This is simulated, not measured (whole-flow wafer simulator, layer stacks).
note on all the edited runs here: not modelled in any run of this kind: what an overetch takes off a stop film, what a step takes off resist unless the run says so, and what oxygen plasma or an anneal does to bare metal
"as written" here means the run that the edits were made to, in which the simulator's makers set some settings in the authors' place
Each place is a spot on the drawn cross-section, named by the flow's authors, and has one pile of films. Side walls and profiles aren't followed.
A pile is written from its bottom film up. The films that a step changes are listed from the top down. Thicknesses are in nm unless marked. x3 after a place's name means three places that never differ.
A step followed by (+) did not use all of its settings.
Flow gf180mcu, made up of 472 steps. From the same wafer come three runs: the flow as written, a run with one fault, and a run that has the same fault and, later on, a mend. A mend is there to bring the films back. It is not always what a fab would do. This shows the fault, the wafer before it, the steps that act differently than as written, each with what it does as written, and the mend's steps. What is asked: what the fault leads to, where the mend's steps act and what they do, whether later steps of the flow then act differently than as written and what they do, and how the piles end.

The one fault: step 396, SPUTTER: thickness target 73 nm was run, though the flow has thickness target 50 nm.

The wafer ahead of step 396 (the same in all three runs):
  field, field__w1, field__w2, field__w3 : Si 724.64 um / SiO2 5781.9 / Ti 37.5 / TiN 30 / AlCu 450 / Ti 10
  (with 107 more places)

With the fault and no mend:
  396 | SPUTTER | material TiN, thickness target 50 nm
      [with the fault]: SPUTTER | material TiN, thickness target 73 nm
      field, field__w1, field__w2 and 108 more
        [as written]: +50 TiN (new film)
        [with the fault]: +73 TiN (new film)
  Steps further on in the flow that do not act as written (1 other step is not shown; it differs only slightly, by no more than 2% or 0.5 nm, whichever is larger):
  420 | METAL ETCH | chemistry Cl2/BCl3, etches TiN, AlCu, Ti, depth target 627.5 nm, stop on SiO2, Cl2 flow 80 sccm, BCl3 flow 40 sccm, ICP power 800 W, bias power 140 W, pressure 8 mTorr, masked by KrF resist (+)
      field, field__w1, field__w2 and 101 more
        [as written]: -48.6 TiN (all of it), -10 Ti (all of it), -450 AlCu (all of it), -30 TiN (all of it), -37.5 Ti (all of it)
        [with the fault]: -71.6 TiN (all of it), -10 Ti (all of it), -450 AlCu (all of it), -30 TiN (all of it), -37.5 Ti (all of it)
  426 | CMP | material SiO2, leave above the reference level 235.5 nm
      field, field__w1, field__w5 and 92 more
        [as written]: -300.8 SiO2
        [with the fault]: -277.8 SiO2
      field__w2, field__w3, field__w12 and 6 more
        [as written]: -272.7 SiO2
        [with the fault]: -248.6 SiO2
  At field__w4, field__w8, contact, m1, m1__w1, mim, mim_1p0, m1_nw, the piles at the end differ from the flow's by more than 2% or 0.5 nm, whichever is larger.
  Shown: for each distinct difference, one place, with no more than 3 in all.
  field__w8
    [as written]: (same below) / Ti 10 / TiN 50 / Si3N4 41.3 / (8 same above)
    [with the fault]: (same below) / Ti 10 / TiN 73 / Si3N4 41.3 / (8 same above)
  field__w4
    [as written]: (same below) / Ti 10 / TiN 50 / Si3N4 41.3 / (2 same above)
    [with the fault]: (same below) / Ti 10 / TiN 73 / Si3N4 41.3 / (2 same above)
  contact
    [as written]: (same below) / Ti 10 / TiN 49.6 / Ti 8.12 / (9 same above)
    [with the fault]: (same below) / Ti 10 / TiN 72.6 / Ti 8.12 / (9 same above)

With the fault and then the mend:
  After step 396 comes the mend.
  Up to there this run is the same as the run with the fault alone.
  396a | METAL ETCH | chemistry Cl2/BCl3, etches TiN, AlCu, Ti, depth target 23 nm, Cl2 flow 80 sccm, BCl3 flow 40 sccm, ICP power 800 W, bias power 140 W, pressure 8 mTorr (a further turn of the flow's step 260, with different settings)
      field, field__w1, field__w2 and 108 more
        -23 TiN
  None of the later steps of the flow acts differently than as written at any place that is followed.
  The piles end the same as the flow's at every place that both follow.
